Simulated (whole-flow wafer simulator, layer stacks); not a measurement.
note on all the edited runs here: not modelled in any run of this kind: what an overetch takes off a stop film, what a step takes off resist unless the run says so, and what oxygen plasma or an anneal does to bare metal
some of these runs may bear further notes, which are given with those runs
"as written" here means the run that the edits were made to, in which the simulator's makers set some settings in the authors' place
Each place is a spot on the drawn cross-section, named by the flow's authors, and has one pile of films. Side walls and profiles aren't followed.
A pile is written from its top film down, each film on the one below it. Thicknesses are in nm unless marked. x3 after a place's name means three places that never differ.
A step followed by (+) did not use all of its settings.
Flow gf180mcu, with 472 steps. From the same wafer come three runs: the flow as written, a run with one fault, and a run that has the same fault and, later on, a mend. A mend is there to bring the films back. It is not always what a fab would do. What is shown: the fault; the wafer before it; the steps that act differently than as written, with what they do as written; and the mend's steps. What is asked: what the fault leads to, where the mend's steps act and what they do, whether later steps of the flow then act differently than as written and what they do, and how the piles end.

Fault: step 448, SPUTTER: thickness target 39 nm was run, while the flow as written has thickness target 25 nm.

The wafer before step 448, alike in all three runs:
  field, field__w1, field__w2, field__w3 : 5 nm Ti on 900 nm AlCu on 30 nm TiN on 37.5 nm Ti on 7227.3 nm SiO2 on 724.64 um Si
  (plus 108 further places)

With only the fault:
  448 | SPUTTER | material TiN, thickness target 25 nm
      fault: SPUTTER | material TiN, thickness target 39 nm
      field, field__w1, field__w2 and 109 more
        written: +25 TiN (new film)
        fault: +39 TiN (new film)
  Later steps of the flow acting differently than as written (not shown: 4 more steps that differ only slightly, by at most 2% or 0.5 nm, whichever is larger):
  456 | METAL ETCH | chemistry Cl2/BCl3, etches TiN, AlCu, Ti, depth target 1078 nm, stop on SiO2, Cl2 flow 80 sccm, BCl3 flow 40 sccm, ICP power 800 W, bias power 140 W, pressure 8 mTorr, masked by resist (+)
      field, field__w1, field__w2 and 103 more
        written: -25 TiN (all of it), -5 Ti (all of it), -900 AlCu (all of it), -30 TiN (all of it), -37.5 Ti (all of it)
        fault: -39 TiN (all of it), -5 Ti (all of it), -900 AlCu (all of it), -30 TiN (all of it), -37.5 Ti (all of it)
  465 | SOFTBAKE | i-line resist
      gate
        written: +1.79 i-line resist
        fault: -0.23 i-line resist
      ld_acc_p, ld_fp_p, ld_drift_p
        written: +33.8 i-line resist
        fault: +27.5 i-line resist
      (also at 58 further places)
  By the end, the piles at field__w8, contact, m1, m1__w1, pad, m1_nw depart from the flow's by more than 2% or 0.5 nm, whichever is larger.
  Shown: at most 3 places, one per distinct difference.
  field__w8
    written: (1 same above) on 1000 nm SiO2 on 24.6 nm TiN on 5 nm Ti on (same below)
    fault: (1 same above) on 1000 nm SiO2 on 38.6 nm TiN on 5 nm Ti on (same below)
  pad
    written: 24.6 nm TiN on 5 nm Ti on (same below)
    fault: 38.6 nm TiN on 5 nm Ti on (same below)

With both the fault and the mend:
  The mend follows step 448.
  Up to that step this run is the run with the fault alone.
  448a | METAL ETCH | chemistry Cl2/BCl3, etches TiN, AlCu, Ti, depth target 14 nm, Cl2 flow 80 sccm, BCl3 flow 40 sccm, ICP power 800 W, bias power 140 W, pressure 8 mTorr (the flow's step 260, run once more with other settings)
      field, field__w1, field__w2 and 109 more
        -14 TiN
  Later steps of the flow that are run all act as written at every place that is followed.
  The piles end the same as the flow's at every place that both follow.
